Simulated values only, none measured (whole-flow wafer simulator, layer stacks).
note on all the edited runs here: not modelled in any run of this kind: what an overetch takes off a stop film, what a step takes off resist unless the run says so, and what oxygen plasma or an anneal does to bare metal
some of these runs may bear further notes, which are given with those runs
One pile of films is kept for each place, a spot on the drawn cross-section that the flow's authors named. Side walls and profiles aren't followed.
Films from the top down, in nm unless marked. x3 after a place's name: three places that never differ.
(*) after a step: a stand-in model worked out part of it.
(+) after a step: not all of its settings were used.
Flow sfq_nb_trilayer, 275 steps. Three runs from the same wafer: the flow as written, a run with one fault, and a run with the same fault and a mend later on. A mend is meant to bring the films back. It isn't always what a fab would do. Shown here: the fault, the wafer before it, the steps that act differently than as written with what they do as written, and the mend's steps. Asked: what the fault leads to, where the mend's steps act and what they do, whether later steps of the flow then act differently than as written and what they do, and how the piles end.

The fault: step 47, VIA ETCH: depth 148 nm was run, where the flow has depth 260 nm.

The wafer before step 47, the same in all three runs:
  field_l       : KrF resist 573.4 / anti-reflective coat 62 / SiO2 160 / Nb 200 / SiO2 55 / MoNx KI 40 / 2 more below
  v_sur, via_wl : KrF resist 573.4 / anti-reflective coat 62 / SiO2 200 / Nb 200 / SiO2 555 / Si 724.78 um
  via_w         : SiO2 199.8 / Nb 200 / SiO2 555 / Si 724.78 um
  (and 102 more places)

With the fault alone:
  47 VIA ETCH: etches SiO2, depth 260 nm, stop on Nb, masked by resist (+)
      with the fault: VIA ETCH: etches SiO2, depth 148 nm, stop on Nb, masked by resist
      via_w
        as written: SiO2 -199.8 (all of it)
        with the fault: SiO2 -148
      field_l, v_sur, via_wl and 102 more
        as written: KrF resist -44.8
        with the fault: KrF resist -25.5
  Later steps of the flow that act differently than as written (3 more steps differ only slightly, by at most 2% or 0.5 nm, whichever is larger, and aren't shown):
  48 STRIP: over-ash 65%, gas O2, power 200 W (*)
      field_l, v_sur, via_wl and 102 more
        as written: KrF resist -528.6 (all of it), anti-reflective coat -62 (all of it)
        with the fault: KrF resist -547.9 (all of it), anti-reflective coat -62 (all of it)
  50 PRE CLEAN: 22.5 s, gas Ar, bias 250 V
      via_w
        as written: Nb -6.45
        with the fault: SiO2 -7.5
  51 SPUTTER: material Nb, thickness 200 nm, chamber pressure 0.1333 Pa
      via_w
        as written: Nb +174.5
        with the fault: Nb +184.8 (new film)
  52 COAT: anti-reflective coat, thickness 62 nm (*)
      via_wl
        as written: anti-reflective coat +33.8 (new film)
        with the fault: anti-reflective coat +36.1 (new film)
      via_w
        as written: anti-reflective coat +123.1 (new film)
        with the fault: anti-reflective coat +111.1 (new film)
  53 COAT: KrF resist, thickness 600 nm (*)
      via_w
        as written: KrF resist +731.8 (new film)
        with the fault: KrF resist +690.6 (new film)
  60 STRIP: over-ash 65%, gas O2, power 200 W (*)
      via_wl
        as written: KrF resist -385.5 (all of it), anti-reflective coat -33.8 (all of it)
        with the fault: KrF resist -389.4 (all of it), anti-reflective coat -36.1 (all of it)
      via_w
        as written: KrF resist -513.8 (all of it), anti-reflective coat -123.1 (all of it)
        with the fault: KrF resist -472.7 (all of it), anti-reflective coat -111.1 (all of it)
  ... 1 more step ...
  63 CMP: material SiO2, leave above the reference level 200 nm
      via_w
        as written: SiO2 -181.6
        with the fault: SiO2 -157.1
  At the end the piles differ from the flow's by more than 2% or 0.5 nm, whichever is larger, at via_w.
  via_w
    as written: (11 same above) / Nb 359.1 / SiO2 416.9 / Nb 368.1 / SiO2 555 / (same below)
    with the fault: (11 same above) / Nb 359.1 / SiO2 355.8 / Nb 184.8 / SiO2 44.3 / Nb 200 / SiO2 555 / (same below)

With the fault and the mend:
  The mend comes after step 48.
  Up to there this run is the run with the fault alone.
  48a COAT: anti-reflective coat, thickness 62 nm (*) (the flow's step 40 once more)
      p4_fl x3, p4_w1 x9, p4_g1 x2 and 63 more
        anti-reflective coat +62 (new film)
      ce_l, c5j, ce_r and 9 more
        anti-reflective coat +61.8 (new film)
      lsp_m, ln_m6, lsp_r, l0_sur, l0v
        anti-reflective coat +61.9 (new film)
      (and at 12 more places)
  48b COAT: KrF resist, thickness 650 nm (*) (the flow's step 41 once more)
      p4_fl x3, p4_w1 x9, p4_g1 x2 and 63 more
        KrF resist +650 (new film)
      r_end, moat, field_r and 6 more
        KrF resist +649.6 (new film)
      be_r, r_sur, res, l0v
        KrF resist +649.5 (new film)
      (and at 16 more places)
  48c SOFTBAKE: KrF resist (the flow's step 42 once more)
      changes no film at any place that is followed
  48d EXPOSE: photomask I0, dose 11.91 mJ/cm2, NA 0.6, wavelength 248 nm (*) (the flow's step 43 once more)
      changes no film at any place that is followed
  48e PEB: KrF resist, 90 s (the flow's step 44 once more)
      gap, jj_sur, ce_l and 93 more
        KrF resist -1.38
      via_v, wire, be, be_sur
        KrF resist -1.37
      field_l, v_sur, via_sp
        KrF resist -1.36
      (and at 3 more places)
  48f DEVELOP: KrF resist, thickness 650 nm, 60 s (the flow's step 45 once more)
      field_l, v_sur, via_wl and 102 more
        KrF resist -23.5
      via_w
        KrF resist -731 (all of it)
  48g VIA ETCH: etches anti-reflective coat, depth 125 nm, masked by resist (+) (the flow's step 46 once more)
      field_l, v_sur, via_wl and 102 more
        KrF resist -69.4
      via_w
        anti-reflective coat -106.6 (all of it)
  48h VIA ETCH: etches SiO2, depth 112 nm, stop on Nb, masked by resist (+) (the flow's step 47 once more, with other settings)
      field_l, v_sur, via_wl and 102 more
        KrF resist -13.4
      via_w
        SiO2 -51.8 (all of it)
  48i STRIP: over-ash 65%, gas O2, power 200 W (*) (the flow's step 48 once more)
      p4_fl x3, p4_w1 x9, p4_g1 x2 and 63 more
        KrF resist -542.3 (all of it), anti-reflective coat -62 (all of it)
      be_r, r_sur, res, r_end
        KrF resist -541.8 (all of it), anti-reflective coat -61.8 (all of it)
      moat, field_r, lsp_l, ln_m5
        KrF resist -541.9 (all of it), anti-reflective coat -61.8 (all of it)
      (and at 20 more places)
  No later step of the flow acts differently than as written, at any place that is followed, by more than 2% or 0.5 nm, whichever is larger.
  At the end the piles differ from the flow's only slightly at the places that both follow, by at most 2% or 0.5 nm, whichever is larger.
